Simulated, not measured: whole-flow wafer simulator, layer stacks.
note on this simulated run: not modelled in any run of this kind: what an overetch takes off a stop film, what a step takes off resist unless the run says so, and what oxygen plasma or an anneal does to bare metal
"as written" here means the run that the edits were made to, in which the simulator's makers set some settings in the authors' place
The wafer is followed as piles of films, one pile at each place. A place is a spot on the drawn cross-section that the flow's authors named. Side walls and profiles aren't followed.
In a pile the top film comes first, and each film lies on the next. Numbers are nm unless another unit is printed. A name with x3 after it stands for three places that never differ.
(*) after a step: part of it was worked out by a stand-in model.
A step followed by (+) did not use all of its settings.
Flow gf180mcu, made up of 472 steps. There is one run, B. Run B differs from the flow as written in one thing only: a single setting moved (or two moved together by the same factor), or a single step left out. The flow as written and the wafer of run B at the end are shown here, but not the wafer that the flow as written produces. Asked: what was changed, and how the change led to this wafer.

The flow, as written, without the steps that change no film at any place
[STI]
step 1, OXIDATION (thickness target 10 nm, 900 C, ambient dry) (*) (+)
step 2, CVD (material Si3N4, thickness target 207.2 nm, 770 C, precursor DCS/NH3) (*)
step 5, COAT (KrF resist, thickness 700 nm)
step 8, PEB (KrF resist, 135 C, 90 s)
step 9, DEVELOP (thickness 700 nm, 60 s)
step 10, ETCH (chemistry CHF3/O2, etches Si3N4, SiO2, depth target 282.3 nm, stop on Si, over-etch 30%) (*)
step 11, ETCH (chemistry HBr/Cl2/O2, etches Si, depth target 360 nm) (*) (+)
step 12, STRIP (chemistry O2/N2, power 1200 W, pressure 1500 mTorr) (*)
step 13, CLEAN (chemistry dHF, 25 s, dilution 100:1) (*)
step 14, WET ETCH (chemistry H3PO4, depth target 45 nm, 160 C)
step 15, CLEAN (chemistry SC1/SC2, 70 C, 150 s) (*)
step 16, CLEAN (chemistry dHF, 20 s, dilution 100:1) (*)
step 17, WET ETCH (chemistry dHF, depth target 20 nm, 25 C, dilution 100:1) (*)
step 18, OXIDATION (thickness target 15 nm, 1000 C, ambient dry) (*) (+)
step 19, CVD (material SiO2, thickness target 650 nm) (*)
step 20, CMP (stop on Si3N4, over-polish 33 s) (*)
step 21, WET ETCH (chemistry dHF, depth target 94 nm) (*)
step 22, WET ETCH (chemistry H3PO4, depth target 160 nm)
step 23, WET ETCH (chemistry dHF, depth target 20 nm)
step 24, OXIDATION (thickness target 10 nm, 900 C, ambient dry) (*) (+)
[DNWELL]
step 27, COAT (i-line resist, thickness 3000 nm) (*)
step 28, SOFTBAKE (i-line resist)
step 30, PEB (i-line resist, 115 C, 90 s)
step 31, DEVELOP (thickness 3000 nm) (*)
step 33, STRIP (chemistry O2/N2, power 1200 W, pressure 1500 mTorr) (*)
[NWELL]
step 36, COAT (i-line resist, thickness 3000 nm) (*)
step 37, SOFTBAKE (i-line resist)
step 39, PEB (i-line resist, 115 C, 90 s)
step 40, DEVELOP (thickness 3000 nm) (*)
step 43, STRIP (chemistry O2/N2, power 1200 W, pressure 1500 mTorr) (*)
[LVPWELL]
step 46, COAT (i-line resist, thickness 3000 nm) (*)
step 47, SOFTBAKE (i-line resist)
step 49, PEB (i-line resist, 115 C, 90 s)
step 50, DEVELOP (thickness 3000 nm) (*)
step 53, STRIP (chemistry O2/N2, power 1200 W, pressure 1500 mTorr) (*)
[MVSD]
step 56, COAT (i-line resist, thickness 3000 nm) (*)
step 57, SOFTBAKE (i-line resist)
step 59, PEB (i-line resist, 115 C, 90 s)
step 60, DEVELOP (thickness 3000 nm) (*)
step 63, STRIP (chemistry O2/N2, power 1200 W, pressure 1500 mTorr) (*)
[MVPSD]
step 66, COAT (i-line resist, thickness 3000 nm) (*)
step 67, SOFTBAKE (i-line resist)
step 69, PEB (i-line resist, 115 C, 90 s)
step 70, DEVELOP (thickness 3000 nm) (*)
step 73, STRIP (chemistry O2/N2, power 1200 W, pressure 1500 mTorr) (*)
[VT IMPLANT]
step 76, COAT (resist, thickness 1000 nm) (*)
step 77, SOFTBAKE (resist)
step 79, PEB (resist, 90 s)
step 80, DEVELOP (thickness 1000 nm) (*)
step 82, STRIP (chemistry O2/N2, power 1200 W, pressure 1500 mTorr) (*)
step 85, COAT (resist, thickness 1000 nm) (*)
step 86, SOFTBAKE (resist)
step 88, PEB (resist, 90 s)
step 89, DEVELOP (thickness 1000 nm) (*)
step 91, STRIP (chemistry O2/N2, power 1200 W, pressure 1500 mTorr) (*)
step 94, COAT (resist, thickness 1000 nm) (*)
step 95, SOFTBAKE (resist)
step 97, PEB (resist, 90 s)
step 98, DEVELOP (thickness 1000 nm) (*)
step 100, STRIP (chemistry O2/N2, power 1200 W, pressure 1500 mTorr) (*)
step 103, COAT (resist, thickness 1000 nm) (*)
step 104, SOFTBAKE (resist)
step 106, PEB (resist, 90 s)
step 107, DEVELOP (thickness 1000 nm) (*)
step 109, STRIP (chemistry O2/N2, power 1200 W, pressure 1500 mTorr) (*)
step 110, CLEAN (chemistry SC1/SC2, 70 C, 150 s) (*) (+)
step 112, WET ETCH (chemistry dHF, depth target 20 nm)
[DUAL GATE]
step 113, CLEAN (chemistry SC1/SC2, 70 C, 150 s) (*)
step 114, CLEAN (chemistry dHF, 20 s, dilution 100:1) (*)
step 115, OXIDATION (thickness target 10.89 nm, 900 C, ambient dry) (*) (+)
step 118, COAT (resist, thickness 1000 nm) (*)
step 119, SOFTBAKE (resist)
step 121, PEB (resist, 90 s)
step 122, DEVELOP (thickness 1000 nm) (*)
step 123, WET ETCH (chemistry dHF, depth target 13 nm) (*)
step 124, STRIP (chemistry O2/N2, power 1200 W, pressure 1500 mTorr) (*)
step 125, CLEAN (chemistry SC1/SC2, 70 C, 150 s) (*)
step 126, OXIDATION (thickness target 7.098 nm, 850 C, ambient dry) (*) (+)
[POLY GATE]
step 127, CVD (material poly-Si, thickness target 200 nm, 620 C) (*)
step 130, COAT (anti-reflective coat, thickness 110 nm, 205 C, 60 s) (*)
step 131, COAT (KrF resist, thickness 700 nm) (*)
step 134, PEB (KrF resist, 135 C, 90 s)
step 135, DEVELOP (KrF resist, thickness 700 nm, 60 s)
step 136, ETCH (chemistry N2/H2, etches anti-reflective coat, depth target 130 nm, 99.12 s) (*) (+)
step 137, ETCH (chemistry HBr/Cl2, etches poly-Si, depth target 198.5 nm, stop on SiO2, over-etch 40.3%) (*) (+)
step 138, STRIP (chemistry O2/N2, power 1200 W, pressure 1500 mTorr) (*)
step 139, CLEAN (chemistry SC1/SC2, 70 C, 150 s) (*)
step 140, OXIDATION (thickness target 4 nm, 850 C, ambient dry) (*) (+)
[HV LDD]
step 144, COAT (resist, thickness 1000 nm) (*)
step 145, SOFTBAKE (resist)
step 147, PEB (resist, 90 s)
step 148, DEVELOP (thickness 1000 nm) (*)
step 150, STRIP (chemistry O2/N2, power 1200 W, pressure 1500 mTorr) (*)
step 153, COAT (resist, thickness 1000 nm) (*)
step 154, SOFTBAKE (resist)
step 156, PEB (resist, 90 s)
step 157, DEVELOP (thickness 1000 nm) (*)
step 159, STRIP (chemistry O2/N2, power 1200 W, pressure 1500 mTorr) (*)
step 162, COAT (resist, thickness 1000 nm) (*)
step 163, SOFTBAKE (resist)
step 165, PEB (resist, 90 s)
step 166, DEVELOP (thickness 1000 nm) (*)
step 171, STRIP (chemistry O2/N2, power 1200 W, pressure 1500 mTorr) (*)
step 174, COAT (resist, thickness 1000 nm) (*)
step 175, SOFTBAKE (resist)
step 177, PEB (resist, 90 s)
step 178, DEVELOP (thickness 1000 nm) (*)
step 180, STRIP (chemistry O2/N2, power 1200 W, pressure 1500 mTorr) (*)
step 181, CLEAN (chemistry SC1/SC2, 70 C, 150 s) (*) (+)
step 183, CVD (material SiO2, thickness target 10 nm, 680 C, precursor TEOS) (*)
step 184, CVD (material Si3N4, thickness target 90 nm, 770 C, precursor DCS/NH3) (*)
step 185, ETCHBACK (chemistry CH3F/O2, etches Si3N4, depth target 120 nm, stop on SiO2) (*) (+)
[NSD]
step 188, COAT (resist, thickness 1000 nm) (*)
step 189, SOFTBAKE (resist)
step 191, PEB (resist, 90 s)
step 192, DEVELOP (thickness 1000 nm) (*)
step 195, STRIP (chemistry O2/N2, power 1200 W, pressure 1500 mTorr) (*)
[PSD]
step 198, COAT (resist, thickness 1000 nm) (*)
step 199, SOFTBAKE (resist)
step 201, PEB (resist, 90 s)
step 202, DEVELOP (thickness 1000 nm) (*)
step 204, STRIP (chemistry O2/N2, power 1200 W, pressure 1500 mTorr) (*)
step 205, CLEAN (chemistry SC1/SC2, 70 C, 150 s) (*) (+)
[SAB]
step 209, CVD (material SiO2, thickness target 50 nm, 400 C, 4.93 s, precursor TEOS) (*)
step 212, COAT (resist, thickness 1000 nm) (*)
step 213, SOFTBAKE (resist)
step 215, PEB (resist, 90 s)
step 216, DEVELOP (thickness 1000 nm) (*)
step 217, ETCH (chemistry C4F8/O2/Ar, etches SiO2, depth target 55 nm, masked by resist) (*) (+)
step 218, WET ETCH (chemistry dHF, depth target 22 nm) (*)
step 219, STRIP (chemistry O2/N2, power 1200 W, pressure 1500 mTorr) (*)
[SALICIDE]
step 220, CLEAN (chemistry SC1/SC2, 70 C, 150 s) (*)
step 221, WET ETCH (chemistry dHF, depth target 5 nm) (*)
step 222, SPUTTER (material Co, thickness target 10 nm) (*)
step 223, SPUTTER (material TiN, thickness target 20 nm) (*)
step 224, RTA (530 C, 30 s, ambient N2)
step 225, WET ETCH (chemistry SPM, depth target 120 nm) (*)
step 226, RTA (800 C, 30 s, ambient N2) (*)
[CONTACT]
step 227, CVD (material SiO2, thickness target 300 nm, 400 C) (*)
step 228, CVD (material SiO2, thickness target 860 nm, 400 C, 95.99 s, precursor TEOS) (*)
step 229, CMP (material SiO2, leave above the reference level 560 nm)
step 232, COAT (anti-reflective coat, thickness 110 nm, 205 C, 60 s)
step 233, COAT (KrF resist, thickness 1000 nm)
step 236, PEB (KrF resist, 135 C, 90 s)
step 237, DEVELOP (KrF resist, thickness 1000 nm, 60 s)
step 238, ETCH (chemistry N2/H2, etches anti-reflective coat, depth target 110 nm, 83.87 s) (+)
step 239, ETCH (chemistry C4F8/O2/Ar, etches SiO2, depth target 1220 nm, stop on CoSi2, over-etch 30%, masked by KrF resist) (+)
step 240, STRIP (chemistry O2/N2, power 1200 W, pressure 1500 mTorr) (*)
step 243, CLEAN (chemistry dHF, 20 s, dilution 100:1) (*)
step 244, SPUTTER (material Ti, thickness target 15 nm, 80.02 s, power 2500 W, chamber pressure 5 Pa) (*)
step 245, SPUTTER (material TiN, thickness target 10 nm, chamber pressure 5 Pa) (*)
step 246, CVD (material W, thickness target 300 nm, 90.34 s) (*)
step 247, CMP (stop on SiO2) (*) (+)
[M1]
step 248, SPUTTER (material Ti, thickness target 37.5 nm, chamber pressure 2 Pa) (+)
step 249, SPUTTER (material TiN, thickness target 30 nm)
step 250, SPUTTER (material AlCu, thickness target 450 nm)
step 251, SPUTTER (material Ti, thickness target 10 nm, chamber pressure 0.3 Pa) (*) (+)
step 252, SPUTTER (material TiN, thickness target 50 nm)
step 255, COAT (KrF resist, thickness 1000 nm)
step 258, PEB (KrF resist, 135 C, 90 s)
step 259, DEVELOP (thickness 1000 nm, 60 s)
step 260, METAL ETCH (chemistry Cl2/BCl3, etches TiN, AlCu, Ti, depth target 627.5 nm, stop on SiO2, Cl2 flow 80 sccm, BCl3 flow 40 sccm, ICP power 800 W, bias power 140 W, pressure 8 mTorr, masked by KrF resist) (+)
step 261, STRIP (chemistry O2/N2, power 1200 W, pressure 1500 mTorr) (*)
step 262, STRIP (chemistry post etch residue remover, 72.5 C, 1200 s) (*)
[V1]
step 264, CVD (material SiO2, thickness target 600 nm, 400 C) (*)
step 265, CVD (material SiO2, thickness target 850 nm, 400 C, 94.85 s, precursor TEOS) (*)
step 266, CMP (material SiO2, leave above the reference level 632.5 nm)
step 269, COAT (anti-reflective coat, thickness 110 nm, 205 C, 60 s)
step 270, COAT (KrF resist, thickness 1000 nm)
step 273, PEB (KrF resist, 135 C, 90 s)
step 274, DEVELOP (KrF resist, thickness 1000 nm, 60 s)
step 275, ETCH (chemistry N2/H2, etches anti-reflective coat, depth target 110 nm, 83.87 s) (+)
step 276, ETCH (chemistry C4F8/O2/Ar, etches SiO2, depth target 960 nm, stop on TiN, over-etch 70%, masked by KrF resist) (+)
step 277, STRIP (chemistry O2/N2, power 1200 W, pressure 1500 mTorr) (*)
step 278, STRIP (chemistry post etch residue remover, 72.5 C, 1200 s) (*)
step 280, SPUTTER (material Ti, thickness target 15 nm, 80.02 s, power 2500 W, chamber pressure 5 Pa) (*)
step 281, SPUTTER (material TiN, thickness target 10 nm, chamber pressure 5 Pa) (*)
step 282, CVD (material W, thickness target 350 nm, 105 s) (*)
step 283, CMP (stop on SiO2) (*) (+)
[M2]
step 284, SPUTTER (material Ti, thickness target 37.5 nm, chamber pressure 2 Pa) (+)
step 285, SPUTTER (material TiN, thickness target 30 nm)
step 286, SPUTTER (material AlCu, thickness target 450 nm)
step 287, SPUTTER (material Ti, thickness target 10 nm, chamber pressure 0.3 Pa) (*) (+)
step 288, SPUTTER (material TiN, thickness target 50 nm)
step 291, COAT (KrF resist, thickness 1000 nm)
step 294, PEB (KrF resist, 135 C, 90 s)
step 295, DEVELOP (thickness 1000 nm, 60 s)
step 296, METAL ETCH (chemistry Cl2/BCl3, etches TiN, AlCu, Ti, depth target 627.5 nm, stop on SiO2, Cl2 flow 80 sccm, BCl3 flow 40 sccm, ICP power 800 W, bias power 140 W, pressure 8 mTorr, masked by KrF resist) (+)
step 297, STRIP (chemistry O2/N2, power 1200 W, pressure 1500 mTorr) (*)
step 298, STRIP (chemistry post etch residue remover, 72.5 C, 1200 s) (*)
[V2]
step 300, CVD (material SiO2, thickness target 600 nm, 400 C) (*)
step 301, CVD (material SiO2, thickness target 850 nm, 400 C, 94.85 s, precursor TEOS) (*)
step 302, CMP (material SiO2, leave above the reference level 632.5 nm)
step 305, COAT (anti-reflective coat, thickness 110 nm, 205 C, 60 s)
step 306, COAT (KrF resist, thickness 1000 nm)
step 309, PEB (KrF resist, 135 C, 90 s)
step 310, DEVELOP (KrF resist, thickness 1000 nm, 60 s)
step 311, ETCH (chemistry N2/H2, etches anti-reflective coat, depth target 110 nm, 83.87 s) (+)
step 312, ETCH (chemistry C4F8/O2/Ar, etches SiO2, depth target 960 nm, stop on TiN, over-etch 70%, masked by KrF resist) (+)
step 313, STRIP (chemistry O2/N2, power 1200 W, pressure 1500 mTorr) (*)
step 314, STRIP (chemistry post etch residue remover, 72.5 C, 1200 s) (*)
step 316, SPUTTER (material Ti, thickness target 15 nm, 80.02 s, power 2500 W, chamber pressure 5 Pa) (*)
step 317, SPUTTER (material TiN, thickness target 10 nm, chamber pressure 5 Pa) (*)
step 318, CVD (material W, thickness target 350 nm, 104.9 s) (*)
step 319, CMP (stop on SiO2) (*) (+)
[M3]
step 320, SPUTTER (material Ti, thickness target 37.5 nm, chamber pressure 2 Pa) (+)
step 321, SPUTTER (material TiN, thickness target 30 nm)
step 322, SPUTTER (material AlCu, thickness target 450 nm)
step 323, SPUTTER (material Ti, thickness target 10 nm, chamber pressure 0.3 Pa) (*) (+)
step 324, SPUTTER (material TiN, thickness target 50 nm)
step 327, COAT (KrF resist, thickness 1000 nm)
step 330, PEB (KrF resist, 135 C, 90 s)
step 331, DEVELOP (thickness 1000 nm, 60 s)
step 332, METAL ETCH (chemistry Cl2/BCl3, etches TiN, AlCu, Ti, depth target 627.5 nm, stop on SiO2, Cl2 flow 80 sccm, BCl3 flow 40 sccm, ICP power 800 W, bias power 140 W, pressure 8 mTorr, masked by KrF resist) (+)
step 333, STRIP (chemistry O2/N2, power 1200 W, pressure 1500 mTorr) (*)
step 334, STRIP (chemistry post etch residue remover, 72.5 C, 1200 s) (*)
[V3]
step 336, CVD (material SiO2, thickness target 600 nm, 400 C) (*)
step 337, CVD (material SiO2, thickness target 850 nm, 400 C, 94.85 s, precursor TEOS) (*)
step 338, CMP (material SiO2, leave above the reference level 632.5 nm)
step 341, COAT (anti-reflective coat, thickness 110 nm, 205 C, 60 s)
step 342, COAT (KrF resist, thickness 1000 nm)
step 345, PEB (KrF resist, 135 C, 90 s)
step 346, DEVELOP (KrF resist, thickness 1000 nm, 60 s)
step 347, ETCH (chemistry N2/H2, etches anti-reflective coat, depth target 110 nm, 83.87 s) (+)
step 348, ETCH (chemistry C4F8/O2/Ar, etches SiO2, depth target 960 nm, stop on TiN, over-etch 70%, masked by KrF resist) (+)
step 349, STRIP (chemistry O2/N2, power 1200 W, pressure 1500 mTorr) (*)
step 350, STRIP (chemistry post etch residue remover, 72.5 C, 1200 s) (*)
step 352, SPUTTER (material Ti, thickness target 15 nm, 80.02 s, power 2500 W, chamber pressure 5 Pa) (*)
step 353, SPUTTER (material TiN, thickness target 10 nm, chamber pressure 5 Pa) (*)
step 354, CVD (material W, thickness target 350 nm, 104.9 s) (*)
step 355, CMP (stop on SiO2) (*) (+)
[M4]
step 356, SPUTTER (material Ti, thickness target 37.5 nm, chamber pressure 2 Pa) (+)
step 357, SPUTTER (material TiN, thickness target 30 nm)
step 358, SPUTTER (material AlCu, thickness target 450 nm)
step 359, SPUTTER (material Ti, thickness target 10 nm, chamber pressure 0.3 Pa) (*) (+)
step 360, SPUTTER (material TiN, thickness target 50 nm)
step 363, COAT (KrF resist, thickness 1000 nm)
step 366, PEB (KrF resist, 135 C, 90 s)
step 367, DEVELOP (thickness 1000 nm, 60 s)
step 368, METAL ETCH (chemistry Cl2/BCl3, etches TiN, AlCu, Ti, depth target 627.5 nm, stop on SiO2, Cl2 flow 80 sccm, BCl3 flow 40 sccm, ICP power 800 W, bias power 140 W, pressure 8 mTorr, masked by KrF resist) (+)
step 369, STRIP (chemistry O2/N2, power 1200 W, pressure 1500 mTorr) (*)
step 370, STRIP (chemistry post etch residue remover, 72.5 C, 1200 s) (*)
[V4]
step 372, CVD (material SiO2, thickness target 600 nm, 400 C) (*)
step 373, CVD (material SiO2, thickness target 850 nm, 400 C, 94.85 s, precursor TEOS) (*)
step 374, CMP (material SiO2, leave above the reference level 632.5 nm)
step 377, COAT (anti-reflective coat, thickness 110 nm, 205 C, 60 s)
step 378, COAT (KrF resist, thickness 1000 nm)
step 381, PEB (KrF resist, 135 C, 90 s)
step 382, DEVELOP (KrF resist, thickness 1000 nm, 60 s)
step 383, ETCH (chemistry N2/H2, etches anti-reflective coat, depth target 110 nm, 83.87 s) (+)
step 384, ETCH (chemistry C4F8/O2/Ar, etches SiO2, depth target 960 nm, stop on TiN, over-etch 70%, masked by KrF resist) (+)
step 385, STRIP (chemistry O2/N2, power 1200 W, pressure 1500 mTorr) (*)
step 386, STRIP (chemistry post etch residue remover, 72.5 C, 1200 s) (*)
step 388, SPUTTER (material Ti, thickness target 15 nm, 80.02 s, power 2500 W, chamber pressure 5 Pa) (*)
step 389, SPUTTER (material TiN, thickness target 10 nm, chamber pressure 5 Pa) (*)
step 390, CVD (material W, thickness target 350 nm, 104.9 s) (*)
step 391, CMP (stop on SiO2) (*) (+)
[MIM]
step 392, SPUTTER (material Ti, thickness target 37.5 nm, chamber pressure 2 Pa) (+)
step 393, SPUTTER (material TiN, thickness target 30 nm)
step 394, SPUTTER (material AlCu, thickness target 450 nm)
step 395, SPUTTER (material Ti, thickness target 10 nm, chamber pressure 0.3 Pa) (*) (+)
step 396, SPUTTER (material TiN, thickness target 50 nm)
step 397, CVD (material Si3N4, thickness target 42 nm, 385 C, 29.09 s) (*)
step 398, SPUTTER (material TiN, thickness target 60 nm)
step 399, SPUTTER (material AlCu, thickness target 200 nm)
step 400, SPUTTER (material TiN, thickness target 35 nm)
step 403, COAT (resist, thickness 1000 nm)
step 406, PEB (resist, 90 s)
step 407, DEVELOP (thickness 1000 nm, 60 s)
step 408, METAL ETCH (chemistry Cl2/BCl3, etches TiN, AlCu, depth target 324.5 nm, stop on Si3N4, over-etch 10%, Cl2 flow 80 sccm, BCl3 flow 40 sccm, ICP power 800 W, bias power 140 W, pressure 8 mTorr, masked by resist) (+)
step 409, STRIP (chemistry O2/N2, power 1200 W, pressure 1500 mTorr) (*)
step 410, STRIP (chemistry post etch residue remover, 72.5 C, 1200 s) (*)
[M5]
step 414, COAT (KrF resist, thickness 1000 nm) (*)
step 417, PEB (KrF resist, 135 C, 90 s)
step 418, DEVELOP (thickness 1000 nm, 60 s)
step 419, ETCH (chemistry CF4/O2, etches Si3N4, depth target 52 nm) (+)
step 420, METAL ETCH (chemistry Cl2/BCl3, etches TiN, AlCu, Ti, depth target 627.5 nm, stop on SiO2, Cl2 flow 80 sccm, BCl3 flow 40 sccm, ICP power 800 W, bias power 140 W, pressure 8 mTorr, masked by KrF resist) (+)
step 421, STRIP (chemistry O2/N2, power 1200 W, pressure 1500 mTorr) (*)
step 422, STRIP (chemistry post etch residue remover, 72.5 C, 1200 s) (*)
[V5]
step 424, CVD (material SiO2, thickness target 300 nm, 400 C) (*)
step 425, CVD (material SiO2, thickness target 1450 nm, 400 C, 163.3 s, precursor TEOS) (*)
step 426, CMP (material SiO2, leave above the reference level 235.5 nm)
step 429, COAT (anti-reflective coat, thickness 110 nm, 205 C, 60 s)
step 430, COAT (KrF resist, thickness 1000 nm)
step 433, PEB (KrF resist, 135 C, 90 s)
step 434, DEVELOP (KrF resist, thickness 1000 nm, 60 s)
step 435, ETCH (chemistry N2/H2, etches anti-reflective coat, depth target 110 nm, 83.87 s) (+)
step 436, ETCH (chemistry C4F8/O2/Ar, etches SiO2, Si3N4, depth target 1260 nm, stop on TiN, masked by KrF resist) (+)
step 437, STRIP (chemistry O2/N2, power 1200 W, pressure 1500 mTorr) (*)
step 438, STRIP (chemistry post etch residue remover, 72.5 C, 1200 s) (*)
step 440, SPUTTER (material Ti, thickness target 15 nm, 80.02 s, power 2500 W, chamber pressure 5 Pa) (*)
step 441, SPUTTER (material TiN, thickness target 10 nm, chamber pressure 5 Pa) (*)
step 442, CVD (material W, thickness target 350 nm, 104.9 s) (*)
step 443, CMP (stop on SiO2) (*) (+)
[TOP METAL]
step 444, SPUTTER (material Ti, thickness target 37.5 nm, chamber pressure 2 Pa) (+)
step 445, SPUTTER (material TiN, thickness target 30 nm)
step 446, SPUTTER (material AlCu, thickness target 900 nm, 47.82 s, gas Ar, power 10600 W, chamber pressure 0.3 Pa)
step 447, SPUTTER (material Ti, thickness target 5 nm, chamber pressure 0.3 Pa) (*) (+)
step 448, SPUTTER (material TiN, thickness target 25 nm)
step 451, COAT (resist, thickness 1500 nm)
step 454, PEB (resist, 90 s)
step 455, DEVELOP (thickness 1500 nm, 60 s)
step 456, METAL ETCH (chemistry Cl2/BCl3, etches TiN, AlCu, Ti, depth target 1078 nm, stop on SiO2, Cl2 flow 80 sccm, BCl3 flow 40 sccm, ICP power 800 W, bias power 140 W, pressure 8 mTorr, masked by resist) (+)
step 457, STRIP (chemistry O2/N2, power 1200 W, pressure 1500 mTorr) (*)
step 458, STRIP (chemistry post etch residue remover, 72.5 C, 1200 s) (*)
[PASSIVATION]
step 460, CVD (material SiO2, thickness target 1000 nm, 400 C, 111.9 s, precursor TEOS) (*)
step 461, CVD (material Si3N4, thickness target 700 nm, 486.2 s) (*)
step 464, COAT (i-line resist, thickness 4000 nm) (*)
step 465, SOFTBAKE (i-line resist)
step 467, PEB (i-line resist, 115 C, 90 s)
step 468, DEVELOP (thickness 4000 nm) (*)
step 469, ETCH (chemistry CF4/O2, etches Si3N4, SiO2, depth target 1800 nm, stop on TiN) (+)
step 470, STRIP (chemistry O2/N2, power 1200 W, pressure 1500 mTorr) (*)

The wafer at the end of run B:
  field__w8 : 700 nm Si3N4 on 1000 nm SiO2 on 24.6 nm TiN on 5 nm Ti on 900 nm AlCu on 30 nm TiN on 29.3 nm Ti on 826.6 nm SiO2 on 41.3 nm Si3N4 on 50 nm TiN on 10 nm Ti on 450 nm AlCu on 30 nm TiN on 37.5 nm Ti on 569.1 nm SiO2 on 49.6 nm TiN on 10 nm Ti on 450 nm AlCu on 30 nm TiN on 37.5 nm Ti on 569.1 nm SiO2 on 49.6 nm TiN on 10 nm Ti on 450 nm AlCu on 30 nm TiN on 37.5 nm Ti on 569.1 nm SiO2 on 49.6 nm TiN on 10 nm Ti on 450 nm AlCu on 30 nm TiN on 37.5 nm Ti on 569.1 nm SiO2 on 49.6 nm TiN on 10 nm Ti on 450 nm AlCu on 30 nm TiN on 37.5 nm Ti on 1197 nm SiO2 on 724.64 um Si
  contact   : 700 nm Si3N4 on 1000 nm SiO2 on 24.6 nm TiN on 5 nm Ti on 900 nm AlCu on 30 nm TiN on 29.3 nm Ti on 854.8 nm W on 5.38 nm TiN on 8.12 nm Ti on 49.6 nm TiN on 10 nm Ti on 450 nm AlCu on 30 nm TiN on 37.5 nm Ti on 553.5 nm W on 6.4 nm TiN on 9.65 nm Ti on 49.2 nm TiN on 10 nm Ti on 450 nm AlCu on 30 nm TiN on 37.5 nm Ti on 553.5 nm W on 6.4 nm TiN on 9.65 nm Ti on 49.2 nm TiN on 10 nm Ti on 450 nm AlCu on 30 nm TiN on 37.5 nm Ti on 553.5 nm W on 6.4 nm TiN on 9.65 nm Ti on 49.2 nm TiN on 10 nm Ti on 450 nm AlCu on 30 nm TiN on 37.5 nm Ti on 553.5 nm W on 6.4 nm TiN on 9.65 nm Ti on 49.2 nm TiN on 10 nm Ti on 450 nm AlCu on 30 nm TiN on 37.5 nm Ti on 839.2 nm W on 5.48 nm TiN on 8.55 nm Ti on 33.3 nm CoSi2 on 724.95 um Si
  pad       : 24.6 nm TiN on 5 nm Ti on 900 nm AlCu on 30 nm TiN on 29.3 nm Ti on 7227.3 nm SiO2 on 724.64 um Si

The reason: step 444, SPUTTER: thickness target 29.3 nm was run, whereas the flow has thickness target 37.5 nm.
The wafer itself shows it: field__w8 has Ti 29.3, and step 444 as written asks for 37.5 nm.

How this came from the change, step by step:
  step 444, SPUTTER (material Ti, thickness target 37.5 nm, chamber pressure 2 Pa) (+)
      field, field__w1, field__w2 and 109 more: Ti gains 29.3 (new film) (as written it would have been: Ti gains 37.5 (new film))
  step 456, METAL ETCH (chemistry Cl2/BCl3, etches TiN, AlCu, Ti, depth target 1078 nm, stop on SiO2, Cl2 flow 80 sccm, BCl3 flow 40 sccm, ICP power 800 W, bias power 140 W, pressure 8 mTorr, masked by resist) (+)
      field, field__w1, field__w2 and 103 more: TiN loses 25 (all of it), Ti loses 5 (all of it), AlCu loses 900 (all of it), TiN loses 30 (all of it), Ti loses 29.3 (all of it) (as written it would have been: TiN loses 25 (all of it), Ti loses 5 (all of it), AlCu loses 900 (all of it), TiN loses 30 (all of it), Ti loses 37.5 (all of it))
